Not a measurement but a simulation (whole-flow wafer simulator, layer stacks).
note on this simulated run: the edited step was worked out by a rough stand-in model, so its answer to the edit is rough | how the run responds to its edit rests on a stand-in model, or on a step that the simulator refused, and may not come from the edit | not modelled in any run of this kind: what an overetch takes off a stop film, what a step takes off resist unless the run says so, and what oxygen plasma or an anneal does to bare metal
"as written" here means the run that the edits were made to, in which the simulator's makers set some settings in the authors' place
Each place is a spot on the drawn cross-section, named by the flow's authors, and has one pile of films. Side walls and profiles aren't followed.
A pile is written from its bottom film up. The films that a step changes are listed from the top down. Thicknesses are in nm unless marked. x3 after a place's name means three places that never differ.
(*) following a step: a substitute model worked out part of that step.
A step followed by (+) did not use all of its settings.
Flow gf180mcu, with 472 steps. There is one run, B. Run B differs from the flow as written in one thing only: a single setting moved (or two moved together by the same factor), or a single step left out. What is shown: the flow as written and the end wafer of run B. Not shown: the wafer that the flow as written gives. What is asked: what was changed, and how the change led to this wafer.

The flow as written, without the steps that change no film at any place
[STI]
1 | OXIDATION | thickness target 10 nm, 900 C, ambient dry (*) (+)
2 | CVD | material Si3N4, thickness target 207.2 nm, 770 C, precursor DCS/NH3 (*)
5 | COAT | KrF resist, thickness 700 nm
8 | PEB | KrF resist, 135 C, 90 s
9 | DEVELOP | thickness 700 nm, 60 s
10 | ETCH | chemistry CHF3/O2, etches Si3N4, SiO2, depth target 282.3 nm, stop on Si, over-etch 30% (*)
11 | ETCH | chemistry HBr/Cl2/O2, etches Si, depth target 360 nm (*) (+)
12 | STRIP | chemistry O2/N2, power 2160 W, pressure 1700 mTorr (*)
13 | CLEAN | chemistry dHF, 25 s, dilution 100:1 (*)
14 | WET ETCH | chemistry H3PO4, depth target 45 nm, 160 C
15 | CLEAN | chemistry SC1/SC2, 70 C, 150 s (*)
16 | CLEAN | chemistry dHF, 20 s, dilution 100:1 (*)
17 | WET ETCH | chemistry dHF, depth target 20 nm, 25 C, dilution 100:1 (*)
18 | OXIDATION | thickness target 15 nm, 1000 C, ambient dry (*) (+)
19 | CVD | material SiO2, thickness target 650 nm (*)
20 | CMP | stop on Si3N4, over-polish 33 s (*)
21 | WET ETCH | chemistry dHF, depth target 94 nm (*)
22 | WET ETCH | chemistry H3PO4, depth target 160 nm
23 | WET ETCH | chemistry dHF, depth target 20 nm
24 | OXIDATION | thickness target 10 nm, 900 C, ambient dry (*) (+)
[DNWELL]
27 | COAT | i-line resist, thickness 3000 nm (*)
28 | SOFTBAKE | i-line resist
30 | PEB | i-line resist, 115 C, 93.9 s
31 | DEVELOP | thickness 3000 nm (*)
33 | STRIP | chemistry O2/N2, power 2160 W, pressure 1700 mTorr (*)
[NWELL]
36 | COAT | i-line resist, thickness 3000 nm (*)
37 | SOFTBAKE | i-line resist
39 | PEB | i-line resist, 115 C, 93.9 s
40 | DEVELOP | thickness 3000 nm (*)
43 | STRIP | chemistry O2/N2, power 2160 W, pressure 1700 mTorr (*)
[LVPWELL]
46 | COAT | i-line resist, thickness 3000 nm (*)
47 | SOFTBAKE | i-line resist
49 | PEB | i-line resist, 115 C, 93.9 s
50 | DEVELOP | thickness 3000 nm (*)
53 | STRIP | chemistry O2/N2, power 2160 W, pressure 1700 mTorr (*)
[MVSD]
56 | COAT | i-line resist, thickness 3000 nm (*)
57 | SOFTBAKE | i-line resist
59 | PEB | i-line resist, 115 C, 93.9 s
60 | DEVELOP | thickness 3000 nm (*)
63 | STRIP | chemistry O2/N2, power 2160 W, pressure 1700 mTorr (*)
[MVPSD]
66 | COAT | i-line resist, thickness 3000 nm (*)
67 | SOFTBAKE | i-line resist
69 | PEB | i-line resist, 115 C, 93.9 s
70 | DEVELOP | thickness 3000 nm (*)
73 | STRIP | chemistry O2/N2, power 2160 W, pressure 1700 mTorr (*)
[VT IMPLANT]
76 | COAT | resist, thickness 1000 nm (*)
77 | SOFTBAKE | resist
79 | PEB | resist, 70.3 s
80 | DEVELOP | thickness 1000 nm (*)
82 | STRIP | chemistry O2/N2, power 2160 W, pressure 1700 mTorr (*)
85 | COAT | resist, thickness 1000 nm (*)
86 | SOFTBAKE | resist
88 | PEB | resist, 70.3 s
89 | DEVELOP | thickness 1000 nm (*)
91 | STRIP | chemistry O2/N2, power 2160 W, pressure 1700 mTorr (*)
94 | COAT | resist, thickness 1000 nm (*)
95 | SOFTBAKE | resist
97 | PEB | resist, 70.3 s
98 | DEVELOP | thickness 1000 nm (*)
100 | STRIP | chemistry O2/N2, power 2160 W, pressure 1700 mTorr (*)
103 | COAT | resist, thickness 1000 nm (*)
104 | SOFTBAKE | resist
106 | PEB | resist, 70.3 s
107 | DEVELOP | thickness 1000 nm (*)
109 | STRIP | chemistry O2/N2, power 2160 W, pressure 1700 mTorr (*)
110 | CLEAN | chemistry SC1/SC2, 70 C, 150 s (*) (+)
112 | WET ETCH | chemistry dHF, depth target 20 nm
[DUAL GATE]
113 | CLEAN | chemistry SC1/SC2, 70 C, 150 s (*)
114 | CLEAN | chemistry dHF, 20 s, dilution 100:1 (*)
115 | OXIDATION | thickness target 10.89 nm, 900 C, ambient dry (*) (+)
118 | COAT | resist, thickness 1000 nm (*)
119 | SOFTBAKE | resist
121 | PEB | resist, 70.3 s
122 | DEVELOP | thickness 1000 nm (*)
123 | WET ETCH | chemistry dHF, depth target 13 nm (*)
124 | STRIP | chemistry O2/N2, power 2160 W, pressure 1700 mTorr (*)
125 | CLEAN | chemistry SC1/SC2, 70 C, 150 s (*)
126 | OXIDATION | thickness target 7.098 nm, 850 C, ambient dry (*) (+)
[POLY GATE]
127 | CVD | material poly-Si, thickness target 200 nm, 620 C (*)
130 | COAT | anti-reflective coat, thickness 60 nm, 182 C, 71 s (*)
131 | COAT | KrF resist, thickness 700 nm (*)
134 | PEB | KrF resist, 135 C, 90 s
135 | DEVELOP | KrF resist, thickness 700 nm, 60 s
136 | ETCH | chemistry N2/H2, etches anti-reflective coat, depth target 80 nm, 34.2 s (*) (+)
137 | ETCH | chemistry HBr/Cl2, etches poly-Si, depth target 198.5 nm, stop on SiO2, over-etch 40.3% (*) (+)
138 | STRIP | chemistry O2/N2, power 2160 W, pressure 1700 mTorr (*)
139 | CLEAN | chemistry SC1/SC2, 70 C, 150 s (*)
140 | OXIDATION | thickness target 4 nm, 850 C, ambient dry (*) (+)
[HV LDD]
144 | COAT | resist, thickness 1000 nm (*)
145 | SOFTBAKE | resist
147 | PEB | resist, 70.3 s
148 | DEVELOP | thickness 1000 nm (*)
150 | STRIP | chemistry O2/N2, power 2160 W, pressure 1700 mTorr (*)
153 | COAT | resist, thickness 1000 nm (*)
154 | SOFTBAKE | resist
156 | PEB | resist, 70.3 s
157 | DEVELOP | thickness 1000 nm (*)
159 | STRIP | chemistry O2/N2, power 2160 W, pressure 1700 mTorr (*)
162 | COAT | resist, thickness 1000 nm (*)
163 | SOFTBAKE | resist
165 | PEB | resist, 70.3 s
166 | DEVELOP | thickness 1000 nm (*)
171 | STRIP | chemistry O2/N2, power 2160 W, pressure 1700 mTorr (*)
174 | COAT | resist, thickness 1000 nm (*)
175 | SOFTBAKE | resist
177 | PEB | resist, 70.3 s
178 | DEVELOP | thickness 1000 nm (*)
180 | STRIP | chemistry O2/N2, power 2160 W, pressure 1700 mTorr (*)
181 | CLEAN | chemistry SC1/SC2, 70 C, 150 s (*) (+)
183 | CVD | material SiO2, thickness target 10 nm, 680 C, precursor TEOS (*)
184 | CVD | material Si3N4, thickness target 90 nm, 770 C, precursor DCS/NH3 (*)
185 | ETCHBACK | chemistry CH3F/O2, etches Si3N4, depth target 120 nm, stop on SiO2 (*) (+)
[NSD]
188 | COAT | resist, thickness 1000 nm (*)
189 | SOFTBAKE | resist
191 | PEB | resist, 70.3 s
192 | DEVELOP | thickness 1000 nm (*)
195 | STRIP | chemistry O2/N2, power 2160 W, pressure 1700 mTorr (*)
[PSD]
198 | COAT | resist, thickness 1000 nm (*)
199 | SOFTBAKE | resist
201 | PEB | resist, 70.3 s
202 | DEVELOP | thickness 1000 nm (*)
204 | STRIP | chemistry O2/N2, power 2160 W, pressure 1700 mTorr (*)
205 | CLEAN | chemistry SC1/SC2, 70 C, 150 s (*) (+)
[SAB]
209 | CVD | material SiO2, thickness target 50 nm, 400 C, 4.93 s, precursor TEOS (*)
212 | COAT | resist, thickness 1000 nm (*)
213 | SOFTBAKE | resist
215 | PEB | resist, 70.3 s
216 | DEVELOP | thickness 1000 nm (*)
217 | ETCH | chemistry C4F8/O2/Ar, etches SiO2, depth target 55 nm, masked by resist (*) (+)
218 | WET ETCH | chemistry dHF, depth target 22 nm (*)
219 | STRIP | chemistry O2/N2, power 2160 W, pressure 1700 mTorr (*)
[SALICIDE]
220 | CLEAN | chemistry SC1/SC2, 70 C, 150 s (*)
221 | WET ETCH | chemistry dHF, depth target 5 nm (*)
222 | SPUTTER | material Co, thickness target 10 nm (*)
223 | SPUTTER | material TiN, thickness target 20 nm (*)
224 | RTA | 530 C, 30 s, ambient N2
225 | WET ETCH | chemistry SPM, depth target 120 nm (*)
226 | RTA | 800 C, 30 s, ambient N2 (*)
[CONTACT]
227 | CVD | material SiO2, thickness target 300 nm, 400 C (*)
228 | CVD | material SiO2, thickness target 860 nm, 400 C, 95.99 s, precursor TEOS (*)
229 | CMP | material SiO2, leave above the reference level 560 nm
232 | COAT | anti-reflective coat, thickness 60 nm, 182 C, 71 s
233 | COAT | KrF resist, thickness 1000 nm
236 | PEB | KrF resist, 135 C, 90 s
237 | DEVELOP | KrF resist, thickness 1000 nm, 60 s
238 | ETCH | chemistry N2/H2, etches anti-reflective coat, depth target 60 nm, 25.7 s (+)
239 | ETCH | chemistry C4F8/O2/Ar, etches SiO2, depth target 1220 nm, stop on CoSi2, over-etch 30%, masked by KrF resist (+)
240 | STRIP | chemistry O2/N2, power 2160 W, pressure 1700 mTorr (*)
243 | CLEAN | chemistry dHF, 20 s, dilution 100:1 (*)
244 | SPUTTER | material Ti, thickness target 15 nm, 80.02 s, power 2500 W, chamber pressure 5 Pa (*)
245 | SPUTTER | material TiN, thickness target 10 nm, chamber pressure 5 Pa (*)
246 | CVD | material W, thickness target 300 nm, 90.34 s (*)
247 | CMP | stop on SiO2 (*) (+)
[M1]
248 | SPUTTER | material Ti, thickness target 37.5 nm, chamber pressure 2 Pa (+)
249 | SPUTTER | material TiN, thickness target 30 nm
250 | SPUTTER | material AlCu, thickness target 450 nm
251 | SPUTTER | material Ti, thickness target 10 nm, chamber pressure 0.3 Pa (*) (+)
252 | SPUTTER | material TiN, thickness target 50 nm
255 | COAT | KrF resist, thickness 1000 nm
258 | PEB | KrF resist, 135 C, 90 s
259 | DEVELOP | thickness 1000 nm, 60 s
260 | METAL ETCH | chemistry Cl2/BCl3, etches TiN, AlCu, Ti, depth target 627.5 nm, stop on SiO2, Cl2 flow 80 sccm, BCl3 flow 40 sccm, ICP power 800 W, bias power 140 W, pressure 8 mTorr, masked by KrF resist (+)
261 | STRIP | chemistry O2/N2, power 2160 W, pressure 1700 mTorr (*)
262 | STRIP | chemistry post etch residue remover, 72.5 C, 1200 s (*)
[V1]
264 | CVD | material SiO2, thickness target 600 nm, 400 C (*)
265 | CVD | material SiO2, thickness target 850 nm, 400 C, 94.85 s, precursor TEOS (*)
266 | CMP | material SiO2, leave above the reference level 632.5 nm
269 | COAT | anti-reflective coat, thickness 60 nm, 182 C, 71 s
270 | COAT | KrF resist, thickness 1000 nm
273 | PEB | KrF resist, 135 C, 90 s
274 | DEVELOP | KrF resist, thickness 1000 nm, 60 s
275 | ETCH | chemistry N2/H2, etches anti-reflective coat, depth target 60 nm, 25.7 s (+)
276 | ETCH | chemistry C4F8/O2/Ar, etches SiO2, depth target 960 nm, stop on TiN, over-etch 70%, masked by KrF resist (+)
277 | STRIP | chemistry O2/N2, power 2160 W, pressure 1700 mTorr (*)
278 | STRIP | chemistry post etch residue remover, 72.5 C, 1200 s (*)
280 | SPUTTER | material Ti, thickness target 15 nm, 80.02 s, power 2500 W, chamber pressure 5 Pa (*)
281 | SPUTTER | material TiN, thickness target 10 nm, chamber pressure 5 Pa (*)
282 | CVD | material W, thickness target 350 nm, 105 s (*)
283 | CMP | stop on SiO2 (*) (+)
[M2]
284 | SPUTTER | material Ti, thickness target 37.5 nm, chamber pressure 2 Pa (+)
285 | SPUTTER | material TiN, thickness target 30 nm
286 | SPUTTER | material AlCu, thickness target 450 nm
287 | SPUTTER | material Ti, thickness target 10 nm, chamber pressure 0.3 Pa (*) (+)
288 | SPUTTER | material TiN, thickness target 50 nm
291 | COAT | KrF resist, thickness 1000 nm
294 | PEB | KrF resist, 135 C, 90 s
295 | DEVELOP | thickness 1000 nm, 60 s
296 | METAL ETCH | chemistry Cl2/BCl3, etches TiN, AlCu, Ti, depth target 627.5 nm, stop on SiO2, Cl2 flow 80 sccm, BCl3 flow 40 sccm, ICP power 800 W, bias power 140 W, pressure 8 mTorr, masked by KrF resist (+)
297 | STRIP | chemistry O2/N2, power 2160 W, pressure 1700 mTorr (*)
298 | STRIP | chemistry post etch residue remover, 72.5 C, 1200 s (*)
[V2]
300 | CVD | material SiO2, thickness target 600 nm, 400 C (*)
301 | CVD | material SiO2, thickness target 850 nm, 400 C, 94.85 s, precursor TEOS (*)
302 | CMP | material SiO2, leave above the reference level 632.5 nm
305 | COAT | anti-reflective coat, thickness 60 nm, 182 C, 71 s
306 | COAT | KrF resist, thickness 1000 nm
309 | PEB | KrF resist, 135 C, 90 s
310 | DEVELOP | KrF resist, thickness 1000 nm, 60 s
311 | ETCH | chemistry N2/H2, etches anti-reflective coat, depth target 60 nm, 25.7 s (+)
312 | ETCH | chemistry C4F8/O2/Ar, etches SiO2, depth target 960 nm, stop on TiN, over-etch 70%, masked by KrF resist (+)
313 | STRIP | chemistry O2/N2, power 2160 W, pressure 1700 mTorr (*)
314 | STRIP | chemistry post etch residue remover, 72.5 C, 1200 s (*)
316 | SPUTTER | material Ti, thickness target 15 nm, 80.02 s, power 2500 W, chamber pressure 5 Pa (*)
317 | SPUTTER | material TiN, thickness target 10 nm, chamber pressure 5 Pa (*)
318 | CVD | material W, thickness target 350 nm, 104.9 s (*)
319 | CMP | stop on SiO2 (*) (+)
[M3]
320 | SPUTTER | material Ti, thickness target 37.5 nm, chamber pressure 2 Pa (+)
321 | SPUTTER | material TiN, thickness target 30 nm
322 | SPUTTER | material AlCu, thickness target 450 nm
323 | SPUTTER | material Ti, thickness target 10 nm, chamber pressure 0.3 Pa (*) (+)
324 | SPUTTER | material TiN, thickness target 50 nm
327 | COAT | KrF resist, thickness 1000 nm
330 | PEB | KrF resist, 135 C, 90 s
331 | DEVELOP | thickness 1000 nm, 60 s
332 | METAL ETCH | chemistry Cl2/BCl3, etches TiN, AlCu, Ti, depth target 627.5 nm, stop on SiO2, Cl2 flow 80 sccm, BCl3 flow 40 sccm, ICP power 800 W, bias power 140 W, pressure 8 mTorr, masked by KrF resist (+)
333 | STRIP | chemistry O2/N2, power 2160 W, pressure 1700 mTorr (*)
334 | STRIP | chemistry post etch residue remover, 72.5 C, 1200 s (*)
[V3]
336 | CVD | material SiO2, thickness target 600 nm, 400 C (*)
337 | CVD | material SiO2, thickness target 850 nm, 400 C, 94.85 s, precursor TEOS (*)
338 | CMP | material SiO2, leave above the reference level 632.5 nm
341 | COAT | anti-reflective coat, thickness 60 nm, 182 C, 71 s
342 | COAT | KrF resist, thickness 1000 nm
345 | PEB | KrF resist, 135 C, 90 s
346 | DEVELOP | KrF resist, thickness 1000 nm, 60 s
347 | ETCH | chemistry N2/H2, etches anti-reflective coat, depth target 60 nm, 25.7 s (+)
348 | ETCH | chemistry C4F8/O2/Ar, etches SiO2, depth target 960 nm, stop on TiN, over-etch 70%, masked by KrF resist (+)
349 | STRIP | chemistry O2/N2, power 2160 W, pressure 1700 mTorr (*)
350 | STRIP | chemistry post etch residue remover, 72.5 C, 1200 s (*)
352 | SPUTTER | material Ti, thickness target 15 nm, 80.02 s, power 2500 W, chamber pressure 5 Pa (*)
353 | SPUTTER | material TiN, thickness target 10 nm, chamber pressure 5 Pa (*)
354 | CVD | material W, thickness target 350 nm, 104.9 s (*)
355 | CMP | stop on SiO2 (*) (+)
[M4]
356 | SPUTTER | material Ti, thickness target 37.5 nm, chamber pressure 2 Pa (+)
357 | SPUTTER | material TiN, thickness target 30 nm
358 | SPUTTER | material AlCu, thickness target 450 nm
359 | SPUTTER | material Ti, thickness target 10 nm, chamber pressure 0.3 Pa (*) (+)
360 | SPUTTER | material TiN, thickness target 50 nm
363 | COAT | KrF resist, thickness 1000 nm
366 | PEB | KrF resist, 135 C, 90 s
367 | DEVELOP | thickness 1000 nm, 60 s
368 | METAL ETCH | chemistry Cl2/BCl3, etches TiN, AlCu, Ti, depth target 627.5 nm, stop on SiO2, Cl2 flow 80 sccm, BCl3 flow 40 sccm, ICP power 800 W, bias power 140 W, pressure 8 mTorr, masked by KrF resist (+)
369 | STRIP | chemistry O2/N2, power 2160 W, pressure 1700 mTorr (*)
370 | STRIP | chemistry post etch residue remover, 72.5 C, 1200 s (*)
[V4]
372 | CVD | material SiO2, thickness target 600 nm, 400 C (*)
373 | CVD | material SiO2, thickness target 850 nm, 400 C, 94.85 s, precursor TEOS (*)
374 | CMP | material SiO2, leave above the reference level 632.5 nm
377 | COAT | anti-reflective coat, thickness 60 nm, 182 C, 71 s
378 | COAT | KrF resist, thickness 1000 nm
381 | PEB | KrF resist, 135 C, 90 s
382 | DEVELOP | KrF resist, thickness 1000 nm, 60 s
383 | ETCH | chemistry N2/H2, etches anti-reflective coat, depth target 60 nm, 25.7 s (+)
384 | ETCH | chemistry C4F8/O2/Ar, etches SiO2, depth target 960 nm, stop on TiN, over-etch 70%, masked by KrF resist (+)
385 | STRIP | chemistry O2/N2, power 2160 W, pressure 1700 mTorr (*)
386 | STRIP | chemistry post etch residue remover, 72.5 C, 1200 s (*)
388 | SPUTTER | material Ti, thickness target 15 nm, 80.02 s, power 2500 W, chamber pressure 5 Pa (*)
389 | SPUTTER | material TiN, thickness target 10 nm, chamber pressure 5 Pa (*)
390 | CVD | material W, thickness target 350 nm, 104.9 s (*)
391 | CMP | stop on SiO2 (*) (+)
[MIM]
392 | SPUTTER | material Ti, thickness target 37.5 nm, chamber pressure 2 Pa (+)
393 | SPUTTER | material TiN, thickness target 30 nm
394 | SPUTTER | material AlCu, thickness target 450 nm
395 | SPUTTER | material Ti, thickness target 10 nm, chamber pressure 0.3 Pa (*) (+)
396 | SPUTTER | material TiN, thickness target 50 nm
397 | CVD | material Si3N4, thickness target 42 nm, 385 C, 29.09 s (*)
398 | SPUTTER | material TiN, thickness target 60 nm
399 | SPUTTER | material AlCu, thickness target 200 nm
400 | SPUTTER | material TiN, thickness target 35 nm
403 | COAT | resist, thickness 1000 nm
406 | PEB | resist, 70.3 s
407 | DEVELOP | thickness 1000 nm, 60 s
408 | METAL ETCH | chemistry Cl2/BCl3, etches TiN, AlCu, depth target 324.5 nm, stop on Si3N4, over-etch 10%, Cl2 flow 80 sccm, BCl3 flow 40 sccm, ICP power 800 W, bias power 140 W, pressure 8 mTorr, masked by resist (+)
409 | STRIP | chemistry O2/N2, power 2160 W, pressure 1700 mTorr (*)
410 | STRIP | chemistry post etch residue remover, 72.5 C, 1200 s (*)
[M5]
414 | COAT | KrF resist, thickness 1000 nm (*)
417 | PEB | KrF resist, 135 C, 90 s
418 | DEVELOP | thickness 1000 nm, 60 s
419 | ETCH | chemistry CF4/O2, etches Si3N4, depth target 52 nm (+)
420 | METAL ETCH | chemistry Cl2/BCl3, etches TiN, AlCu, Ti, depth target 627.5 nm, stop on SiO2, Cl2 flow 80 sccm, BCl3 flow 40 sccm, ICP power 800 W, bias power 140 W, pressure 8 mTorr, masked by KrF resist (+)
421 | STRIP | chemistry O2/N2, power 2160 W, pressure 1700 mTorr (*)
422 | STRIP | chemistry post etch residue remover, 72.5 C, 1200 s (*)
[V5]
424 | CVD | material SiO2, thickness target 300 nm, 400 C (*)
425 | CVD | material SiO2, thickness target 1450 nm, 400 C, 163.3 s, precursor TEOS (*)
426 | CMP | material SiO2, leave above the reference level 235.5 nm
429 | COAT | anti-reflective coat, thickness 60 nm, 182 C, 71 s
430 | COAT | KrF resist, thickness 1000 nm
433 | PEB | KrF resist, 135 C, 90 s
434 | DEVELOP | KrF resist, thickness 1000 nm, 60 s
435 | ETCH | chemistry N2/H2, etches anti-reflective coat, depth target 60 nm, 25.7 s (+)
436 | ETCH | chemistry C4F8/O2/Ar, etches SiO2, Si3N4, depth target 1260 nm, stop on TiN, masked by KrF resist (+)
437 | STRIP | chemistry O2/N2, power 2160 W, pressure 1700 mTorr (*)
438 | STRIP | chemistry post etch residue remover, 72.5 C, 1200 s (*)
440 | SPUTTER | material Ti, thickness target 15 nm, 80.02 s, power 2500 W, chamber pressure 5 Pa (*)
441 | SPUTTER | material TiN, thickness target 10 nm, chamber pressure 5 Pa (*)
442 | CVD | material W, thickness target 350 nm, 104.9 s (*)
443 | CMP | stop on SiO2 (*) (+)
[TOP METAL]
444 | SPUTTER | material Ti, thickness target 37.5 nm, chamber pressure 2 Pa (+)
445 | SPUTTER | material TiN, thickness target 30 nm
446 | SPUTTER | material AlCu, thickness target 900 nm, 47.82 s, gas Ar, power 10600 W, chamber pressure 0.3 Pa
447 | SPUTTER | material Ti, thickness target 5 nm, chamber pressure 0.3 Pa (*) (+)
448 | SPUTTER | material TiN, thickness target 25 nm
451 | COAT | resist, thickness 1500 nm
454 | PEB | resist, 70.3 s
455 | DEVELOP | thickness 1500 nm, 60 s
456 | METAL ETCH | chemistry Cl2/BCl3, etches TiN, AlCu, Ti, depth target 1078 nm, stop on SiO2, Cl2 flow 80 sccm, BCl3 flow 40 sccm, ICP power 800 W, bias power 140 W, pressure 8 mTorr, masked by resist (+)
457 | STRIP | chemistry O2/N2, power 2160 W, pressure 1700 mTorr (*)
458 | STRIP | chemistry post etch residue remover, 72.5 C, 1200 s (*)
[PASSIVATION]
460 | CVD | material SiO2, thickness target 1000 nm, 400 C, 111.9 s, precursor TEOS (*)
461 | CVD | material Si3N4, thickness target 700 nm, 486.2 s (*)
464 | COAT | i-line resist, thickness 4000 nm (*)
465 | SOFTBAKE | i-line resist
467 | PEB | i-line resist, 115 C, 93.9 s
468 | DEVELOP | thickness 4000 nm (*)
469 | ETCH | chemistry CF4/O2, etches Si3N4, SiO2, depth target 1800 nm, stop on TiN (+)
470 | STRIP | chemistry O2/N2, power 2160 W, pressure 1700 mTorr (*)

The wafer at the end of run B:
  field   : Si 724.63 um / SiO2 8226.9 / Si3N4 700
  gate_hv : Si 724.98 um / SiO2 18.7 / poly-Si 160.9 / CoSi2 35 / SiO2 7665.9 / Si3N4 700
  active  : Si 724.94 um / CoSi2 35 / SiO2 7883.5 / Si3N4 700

Cause: step 115, OXIDATION: thickness target 15.79 nm was run, while the flow as written has thickness target 10.89 nm.

The path from the change to this, step by step:
  115 | OXIDATION | thickness target 10.89 nm, 900 C, ambient dry (*) (+)
      active, n_well, p_well and 40 more: SiO2 gains 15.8 (new film), Si loses 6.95 (in the flow as written it would be: SiO2 gains 10.9 (new film), Si loses 4.79)
      sti, mim_1p0, pad and 21 more: SiO2 gains 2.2, Si loses 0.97 (in the flow as written it would be: SiO2 gains 1.22, Si loses 0.54)
      (as well as at 25 more places)
  123 | WET ETCH | chemistry dHF, depth target 13 nm (*)
      active, n_well, p_well and 12 more: SiO2 loses 13 (in the flow as written it would be: SiO2 loses 10.9 (all of it))
  124 | STRIP | chemistry O2/N2, power 2160 W, pressure 1700 mTorr (*)
      active, n_well, p_well and 12 more: nothing (in the flow as written it would be: chemical SiO2 gains 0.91 (new film), Si loses 0.4)
  126 | OXIDATION | thickness target 7.098 nm, 850 C, ambient dry (*) (+)
      active, n_well, p_well and 12 more: SiO2 gains 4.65, Si loses 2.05 (in the flow as written it would be: SiO2 gains 7.1 (new film), chemical SiO2 loses 0.76 (all of it), Si loses 2.79)
  130 | COAT | anti-reflective coat, thickness 60 nm, 182 C, 71 s (*)
      p_well, spacer, sd_n: anti-reflective coat gains 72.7 (new film) (in the flow as written it would be: anti-reflective coat gains 70.9 (new film))
      ld_fp_p, ld_drift_p: anti-reflective coat gains 48.9 (new film) (in the flow as written it would be: anti-reflective coat gains 47.8 (new film))
      (as well as at 5 more places)
  136 | ETCH | chemistry N2/H2, etches anti-reflective coat, depth target 80 nm, 34.2 s (*) (+)
      p_well, spacer, sd_n: anti-reflective coat loses 72.7 (all of it), poly-Si loses 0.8 (in the flow as written it would be: anti-reflective coat loses 70.9 (all of it), poly-Si loses 0.85)
      ldn_dft, ldp_dft: anti-reflective coat loses 49.8 (all of it), poly-Si loses 1.39 (in the flow as written it would be: anti-reflective coat loses 48.7 (all of it), poly-Si loses 1.42)
      (as well as at 2 more places)
  138 | STRIP | chemistry O2/N2, power 2160 W, pressure 1700 mTorr (*)
      ld_fp_p: chemical SiO2 gains 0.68 (new film), KrF resist loses 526 (all of it), anti-reflective coat loses 48.9 (all of it), poly-Si loses 0.3 (in the flow as written it would be: chemical SiO2 gains 0.68 (new film), KrF resist loses 526.2 (all of it), anti-reflective coat loses 47.8 (all of it), poly-Si loses 0.3)
      ldn_fp: chemical SiO2 gains 0.68 (new film), KrF resist loses 530 (all of it), anti-reflective coat loses 49.6 (all of it), poly-Si loses 0.3 (in the flow as written it would be: chemical SiO2 gains 0.68 (new film), KrF resist loses 530.2 (all of it), anti-reflective coat loses 48.5 (all of it), poly-Si loses 0.3)
      (as well as at 1 more place)
  189 | SOFTBAKE | resist
      field__w9: resist loses 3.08 (in the flow as written it would be: resist gains 6.92)
      active_nat: resist gains 9.33 (in the flow as written it would be: resist gains 5.49)
  199 | SOFTBAKE | resist
      field__w9: resist loses 3.08 (in the flow as written it would be: resist gains 6.92)
      active_nat: resist gains 9.33 (in the flow as written it would be: resist gains 5.49)
  218 | WET ETCH | chemistry dHF, depth target 22 nm (*)
      ldn_tap, ldn_src, ldn_drn, ldp_tap, ldp_src, ldp_drn, ldp_gr: SiO2 loses 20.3 (all of it) (in the flow as written it would be: SiO2 loses 16 (all of it))
      ld_drn_n, ld_sd_p: SiO2 loses 19.1 (all of it) (in the flow as written it would be: SiO2 loses 14.8 (all of it))
      (as well as at 5 more places)
